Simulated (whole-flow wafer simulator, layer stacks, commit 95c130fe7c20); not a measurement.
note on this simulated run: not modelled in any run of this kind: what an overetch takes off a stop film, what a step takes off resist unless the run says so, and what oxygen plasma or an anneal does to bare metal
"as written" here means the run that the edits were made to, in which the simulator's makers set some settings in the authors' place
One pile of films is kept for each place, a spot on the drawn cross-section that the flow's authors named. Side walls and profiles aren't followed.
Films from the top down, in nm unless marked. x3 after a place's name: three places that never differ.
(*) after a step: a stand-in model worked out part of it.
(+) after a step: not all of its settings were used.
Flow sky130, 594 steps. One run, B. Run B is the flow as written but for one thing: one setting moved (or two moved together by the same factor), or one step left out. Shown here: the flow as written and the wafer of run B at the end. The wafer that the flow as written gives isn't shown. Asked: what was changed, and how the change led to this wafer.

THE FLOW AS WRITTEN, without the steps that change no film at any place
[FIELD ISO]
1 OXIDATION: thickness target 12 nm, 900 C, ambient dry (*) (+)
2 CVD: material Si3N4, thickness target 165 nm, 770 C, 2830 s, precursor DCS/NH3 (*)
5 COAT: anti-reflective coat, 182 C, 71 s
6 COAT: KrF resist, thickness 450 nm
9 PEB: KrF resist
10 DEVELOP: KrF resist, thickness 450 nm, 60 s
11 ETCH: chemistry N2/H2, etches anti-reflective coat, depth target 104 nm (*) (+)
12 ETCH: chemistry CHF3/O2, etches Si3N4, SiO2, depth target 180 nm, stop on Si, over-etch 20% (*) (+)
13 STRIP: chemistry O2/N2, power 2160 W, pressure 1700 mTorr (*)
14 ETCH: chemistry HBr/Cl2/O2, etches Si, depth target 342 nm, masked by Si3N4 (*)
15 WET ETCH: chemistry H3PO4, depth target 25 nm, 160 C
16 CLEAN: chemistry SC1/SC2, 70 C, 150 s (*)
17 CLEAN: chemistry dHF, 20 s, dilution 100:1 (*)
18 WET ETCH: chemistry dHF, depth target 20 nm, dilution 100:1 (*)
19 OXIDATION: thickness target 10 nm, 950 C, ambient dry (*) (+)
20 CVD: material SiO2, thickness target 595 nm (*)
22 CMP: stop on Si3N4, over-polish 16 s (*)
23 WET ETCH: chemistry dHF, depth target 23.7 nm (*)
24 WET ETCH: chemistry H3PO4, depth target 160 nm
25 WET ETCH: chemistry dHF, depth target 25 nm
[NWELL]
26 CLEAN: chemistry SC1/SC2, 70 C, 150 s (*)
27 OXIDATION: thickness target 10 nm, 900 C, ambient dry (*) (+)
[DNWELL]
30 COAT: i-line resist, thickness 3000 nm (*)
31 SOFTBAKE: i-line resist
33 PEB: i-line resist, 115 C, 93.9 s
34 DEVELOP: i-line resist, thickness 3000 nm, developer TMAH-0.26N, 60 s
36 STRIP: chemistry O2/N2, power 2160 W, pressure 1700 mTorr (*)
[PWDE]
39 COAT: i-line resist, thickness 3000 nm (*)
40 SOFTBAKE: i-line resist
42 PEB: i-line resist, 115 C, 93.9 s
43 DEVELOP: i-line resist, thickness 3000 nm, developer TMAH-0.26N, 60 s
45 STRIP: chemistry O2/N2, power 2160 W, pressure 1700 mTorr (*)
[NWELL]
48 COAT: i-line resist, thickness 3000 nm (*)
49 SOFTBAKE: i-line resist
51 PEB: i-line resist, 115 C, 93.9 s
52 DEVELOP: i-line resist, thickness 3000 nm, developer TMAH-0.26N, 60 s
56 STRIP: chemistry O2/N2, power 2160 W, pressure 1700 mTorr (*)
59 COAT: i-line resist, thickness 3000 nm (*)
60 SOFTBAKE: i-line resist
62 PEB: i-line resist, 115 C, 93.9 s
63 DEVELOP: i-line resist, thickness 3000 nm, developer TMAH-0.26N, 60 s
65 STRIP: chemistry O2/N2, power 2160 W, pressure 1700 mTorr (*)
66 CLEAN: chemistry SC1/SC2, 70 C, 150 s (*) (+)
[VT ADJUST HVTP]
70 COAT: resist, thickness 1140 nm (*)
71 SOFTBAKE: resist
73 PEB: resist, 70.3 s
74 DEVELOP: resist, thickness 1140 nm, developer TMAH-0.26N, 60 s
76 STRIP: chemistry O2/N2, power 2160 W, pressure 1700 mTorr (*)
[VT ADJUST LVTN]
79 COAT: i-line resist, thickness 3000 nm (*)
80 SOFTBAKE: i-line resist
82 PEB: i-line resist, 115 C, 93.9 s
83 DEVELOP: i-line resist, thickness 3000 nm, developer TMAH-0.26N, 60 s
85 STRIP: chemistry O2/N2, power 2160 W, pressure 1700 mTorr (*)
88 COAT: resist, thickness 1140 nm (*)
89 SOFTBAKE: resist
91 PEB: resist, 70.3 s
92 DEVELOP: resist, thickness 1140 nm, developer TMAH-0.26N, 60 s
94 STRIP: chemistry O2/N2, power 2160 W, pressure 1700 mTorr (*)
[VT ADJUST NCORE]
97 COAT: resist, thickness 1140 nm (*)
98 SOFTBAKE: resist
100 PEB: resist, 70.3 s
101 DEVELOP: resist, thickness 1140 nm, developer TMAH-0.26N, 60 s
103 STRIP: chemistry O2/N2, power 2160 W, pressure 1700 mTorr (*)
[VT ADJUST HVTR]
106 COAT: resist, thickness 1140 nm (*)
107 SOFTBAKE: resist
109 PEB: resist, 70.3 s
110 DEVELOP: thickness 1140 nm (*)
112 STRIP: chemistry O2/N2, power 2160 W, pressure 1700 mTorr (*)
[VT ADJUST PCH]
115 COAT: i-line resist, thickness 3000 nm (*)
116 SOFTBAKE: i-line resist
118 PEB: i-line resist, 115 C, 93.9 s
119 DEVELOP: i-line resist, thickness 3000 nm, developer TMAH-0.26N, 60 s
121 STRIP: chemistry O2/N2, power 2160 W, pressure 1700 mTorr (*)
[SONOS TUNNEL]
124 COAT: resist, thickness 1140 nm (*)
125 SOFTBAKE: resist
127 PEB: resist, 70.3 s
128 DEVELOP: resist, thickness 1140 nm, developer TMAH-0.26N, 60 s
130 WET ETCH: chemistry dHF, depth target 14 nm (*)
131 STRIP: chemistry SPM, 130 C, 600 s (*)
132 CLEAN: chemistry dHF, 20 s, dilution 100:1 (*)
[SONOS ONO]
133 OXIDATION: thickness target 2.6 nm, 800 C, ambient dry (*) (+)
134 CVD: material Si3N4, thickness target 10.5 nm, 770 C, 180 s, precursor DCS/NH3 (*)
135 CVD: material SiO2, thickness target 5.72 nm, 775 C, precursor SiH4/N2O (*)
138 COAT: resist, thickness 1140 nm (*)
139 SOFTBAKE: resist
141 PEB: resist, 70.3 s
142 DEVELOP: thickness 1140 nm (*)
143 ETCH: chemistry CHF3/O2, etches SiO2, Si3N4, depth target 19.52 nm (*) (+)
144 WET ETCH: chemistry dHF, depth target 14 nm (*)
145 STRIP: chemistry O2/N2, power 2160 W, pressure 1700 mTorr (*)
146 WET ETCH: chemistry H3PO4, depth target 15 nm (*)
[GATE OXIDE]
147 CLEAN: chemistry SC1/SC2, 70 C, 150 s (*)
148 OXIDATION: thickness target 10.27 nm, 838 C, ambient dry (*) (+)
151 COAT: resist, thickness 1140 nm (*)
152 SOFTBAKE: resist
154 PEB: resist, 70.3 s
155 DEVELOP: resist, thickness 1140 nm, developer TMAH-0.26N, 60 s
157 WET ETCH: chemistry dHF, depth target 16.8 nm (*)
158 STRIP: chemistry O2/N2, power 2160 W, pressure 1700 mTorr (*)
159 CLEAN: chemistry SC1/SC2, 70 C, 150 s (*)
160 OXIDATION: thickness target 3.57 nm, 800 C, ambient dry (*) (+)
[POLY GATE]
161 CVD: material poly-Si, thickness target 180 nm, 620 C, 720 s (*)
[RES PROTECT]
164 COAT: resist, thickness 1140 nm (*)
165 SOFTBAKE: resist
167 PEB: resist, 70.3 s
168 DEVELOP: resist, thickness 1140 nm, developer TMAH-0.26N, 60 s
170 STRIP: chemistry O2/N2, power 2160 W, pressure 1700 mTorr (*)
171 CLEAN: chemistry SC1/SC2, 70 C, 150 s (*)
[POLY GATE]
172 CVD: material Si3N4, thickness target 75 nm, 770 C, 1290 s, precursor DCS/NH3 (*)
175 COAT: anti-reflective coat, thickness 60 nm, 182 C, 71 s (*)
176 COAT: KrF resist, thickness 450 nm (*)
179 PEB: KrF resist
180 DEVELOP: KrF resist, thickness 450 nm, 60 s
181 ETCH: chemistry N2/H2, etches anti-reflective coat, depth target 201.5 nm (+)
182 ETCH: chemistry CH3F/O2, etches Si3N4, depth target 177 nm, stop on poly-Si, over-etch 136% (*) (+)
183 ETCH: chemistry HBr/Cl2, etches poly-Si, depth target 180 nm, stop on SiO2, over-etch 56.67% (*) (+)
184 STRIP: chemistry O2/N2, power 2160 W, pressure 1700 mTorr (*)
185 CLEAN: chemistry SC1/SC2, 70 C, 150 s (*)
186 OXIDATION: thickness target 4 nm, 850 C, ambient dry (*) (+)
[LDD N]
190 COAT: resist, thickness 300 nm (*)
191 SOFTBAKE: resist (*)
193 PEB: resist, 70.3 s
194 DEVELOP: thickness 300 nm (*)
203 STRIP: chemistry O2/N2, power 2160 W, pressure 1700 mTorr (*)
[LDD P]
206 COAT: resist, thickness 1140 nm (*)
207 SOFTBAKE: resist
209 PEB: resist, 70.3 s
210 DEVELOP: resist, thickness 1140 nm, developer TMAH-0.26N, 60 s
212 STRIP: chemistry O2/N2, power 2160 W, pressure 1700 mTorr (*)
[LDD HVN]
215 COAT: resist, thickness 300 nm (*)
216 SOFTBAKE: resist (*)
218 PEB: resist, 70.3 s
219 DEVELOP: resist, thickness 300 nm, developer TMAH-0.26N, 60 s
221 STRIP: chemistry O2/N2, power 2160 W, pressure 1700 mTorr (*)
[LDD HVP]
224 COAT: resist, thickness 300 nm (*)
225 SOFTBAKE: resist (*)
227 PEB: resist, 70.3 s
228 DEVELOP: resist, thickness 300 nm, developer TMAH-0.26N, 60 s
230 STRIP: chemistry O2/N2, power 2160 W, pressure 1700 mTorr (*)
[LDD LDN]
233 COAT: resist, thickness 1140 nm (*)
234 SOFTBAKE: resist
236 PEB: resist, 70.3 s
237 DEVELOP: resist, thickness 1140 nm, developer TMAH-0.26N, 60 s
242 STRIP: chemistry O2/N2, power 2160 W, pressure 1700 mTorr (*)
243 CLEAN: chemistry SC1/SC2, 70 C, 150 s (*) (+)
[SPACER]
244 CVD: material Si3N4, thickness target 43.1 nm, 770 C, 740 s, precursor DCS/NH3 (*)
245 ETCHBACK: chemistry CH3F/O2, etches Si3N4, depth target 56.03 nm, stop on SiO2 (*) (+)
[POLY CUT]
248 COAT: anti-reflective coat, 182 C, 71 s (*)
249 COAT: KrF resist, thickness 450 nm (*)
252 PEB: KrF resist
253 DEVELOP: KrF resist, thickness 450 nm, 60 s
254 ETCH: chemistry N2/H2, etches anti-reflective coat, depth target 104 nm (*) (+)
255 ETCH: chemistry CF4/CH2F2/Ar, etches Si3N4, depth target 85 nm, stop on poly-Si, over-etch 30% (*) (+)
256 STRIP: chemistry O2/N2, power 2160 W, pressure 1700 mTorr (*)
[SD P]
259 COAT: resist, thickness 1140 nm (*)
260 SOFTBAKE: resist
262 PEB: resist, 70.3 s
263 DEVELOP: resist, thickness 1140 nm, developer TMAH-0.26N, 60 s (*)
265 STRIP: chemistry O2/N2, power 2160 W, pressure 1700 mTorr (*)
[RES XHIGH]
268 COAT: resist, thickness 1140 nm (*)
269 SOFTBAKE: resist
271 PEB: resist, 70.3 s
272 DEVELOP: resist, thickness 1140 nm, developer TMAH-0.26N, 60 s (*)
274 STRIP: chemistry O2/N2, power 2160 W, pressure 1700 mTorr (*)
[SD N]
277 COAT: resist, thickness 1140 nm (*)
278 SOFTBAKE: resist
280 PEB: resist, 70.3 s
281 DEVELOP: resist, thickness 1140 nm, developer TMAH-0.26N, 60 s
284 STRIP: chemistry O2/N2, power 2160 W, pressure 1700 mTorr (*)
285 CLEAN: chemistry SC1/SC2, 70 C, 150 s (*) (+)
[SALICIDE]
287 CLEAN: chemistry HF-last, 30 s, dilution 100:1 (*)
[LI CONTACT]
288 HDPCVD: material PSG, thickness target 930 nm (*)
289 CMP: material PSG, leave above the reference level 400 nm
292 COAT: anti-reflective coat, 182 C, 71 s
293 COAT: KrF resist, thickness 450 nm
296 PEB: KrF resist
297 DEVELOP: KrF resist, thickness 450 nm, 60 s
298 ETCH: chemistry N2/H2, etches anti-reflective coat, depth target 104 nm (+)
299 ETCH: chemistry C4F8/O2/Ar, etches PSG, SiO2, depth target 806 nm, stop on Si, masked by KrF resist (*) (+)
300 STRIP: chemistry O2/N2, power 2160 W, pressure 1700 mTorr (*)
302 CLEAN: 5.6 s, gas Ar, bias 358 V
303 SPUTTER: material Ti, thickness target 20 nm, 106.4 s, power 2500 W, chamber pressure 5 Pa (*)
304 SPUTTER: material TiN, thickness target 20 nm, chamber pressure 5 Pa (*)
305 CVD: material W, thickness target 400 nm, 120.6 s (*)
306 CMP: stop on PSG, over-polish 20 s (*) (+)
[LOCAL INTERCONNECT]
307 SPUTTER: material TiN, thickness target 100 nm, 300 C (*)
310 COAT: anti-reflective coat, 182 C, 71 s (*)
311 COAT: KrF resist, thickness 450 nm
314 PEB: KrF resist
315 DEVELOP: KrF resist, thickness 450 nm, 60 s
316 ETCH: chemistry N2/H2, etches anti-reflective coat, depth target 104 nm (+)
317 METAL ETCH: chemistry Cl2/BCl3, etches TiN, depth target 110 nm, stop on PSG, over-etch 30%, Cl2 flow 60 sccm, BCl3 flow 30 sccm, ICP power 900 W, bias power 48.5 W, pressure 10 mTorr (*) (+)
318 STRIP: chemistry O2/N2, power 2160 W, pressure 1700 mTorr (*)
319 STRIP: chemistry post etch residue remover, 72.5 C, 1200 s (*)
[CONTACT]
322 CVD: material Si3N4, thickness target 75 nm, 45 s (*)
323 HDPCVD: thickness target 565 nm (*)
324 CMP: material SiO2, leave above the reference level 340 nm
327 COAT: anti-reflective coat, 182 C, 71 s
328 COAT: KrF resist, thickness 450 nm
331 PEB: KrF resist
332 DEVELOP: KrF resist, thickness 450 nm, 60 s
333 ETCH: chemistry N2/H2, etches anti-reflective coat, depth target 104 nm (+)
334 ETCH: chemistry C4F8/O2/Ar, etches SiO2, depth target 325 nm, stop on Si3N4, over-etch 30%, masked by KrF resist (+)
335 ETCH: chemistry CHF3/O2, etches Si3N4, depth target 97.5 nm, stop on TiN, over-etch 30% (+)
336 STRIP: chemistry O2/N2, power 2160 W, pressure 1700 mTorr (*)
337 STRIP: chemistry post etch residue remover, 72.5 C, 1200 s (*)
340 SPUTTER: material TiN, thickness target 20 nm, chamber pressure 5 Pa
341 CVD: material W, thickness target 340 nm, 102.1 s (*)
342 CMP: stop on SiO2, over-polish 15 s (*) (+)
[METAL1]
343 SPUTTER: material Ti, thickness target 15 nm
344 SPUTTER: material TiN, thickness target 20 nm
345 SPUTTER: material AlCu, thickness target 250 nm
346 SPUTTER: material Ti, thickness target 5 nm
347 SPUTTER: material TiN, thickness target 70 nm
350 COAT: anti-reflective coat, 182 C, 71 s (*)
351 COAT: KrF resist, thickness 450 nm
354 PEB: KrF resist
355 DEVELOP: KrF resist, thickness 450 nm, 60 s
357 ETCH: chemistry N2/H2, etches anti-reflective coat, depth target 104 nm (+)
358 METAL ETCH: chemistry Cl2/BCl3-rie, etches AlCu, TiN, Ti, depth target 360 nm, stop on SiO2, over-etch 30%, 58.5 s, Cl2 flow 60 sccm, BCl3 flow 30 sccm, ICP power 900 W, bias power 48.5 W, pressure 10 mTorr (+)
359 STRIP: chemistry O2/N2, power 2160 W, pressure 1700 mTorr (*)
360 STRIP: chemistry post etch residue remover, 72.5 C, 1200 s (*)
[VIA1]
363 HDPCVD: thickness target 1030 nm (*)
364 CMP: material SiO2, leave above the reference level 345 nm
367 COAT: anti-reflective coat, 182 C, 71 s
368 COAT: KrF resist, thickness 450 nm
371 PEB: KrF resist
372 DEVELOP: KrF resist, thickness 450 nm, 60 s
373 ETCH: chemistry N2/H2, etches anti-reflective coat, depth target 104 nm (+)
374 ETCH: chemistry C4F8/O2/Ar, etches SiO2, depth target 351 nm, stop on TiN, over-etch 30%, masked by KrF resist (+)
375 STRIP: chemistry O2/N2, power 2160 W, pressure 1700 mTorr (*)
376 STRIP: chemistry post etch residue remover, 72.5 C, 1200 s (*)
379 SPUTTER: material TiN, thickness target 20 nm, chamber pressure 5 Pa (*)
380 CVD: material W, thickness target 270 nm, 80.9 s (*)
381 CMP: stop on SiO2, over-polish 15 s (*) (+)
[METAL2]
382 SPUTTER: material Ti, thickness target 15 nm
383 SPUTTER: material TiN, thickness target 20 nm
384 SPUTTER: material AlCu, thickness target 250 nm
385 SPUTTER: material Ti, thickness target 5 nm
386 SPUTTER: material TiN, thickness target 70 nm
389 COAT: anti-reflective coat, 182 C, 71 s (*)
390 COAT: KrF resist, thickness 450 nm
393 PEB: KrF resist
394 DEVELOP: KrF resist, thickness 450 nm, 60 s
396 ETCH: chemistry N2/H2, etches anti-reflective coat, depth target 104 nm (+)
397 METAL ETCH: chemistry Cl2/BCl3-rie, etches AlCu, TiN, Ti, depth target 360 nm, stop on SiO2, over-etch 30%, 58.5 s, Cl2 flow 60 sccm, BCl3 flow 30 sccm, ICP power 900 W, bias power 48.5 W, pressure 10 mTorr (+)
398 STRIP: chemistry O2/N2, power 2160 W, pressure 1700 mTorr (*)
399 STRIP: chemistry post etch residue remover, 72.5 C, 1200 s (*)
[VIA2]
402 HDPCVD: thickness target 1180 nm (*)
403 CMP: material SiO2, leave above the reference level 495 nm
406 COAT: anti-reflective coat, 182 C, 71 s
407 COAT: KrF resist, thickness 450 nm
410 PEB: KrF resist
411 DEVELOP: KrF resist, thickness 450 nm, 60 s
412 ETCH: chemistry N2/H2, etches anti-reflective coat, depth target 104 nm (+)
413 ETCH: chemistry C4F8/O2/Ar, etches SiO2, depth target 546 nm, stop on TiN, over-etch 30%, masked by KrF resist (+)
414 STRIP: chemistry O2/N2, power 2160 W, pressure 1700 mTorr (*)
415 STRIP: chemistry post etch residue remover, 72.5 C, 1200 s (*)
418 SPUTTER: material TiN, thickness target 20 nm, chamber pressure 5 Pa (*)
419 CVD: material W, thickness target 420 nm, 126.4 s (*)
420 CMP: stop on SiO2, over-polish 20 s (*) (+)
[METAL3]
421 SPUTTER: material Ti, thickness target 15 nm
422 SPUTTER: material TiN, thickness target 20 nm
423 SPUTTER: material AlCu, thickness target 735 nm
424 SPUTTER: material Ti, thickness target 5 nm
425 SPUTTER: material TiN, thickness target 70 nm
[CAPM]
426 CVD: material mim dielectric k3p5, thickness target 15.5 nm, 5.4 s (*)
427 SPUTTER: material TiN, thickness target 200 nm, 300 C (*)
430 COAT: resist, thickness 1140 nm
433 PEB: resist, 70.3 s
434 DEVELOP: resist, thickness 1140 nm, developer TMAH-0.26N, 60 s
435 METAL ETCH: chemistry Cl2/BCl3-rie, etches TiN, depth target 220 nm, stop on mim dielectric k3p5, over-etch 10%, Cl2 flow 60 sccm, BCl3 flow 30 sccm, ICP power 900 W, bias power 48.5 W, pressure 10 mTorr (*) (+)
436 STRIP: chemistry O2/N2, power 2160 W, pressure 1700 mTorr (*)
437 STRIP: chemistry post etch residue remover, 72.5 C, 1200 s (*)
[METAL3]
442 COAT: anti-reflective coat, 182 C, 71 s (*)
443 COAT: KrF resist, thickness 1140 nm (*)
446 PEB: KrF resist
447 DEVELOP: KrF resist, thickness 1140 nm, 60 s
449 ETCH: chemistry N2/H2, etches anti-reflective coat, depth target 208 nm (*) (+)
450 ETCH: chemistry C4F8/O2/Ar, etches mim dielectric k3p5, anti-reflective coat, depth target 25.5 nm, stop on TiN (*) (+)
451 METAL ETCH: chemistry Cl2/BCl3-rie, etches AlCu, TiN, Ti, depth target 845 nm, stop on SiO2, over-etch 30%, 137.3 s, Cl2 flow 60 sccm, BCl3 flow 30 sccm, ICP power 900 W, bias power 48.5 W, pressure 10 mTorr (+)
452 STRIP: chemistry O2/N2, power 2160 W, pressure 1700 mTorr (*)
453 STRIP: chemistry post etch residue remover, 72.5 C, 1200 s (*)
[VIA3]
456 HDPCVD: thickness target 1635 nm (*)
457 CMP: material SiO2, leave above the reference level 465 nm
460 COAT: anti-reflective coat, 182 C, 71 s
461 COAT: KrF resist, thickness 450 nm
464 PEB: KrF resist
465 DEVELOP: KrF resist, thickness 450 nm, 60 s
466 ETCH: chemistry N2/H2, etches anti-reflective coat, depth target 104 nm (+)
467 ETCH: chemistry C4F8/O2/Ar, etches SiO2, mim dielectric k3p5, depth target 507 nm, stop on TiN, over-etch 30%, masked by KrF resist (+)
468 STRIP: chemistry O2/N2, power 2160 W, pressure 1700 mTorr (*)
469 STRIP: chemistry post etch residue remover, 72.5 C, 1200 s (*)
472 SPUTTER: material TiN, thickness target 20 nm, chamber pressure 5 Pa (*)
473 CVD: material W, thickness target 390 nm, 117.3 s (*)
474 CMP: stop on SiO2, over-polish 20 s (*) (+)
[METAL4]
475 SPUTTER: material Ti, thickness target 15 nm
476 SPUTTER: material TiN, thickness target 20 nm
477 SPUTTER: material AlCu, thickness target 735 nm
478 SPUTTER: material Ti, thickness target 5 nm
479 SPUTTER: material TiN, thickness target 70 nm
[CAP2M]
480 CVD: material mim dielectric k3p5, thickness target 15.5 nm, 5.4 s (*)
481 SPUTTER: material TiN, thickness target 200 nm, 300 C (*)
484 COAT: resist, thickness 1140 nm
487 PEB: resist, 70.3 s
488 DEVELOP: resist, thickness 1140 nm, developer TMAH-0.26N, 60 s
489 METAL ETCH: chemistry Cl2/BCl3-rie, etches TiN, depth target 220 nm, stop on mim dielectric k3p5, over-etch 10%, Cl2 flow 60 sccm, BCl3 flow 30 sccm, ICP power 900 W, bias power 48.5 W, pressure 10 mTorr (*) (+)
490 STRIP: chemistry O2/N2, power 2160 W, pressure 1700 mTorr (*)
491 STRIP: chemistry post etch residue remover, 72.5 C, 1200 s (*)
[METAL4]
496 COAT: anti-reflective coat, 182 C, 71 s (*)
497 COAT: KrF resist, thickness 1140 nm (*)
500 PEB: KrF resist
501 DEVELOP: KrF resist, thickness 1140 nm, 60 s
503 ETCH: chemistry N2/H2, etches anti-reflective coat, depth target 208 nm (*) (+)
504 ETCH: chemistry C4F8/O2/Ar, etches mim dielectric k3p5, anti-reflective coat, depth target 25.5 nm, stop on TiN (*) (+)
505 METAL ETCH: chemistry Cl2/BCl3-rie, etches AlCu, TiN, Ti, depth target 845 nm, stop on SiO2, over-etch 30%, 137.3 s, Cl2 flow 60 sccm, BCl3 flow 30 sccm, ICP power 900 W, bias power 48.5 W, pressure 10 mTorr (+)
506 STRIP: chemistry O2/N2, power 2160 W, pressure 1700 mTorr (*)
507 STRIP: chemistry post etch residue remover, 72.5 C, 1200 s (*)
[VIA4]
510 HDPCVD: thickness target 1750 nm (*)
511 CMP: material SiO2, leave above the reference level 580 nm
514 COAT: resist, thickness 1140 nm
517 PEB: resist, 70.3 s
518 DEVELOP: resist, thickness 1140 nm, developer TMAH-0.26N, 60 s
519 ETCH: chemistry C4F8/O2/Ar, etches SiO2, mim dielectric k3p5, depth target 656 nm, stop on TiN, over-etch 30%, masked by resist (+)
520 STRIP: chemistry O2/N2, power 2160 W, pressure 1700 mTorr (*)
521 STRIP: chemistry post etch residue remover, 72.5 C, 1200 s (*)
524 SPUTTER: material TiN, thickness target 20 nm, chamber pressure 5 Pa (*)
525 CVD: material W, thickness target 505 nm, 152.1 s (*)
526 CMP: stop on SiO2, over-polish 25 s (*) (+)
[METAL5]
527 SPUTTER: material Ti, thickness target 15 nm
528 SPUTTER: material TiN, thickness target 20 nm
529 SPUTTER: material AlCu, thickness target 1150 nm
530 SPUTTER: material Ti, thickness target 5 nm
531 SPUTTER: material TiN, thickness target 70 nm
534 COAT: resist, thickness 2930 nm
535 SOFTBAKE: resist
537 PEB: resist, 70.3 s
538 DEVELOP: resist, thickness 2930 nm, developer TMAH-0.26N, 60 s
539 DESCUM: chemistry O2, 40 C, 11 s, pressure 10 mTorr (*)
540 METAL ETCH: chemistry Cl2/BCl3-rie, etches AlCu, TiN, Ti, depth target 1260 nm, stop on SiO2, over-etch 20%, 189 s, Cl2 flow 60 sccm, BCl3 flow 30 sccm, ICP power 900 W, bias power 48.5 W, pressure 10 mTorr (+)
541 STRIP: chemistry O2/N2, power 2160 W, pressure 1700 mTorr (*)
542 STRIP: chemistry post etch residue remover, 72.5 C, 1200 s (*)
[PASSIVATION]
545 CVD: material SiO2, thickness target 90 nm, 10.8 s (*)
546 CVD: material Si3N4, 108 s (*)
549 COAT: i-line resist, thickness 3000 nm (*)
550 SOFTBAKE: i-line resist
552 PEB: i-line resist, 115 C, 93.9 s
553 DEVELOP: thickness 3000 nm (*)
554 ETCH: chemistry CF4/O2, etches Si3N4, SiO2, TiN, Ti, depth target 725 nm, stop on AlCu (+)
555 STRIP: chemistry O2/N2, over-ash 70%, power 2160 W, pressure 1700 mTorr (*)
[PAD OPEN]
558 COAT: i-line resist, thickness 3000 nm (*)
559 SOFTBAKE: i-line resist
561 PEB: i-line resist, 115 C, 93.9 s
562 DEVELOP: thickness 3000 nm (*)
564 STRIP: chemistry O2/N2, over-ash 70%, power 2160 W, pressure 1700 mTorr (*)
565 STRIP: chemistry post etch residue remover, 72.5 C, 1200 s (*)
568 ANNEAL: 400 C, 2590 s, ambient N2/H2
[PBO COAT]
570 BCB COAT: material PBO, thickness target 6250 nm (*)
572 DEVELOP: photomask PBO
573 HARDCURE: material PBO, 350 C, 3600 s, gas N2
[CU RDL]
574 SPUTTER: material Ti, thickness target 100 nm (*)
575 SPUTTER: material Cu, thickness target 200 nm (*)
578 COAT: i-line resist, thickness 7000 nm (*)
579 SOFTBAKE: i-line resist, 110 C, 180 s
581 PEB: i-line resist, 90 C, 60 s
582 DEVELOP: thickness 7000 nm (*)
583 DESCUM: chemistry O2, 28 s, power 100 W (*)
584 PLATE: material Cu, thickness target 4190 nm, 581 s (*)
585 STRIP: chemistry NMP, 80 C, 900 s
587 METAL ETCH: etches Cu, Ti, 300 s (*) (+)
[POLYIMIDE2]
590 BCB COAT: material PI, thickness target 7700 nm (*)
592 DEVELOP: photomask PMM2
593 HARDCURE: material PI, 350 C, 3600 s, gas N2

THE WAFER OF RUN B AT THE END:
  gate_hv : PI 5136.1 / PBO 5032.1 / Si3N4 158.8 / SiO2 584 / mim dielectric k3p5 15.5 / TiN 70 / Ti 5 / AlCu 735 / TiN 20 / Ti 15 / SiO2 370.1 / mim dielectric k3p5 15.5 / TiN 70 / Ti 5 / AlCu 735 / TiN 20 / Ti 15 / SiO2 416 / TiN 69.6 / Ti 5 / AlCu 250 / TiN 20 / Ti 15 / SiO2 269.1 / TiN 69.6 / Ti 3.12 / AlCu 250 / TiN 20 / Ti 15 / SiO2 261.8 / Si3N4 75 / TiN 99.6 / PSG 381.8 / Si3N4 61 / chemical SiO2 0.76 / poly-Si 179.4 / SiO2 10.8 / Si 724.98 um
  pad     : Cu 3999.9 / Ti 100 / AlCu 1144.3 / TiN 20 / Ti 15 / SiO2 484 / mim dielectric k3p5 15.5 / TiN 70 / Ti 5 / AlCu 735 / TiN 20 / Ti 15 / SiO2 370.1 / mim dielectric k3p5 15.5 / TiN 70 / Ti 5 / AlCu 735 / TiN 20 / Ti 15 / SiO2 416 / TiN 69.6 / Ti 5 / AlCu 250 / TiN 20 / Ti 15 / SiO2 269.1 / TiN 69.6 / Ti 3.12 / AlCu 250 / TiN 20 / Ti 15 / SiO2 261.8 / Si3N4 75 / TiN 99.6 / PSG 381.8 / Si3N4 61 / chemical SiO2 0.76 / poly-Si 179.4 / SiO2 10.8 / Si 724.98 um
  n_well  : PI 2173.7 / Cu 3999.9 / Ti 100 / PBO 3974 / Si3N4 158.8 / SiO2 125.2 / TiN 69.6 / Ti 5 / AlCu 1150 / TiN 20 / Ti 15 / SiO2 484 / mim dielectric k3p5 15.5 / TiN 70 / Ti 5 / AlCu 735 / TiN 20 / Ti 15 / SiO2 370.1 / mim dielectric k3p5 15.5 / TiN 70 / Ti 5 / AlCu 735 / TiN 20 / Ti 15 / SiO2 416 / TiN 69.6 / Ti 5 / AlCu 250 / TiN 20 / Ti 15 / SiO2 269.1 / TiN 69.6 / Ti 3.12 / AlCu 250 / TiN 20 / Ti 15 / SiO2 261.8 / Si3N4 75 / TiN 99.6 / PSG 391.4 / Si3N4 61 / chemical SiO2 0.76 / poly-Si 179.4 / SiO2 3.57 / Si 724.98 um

The cause: step 346, SPUTTER: thickness target 3.12 nm was run, where the flow has thickness target 5 nm.
It can be read off the wafer: gate_hv has Ti 3.12, and step 346 as written asks for 5 nm.

How the change led to this, step by step:
  346 SPUTTER: material Ti, thickness target 5 nm
      field, active, n_well and 188 more: Ti +3.12 (new film) (as written it would be: Ti +5 (new film))
  358 METAL ETCH: chemistry Cl2/BCl3-rie, etches AlCu, TiN, Ti, depth target 360 nm, stop on SiO2, over-etch 30%, 58.5 s, Cl2 flow 60 sccm, BCl3 flow 30 sccm, ICP power 900 W, bias power 48.5 W, pressure 10 mTorr (+)
      field, active, gate and 81 more: TiN -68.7 (all of it), Ti -3.12 (all of it), AlCu -250 (all of it), TiN -20 (all of it), Ti -15 (all of it), SiO2 -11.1 (as written it would be: TiN -68.7 (all of it), Ti -5 (all of it), AlCu -250 (all of it), TiN -20 (all of it), Ti -15 (all of it), SiO2 -10.9)
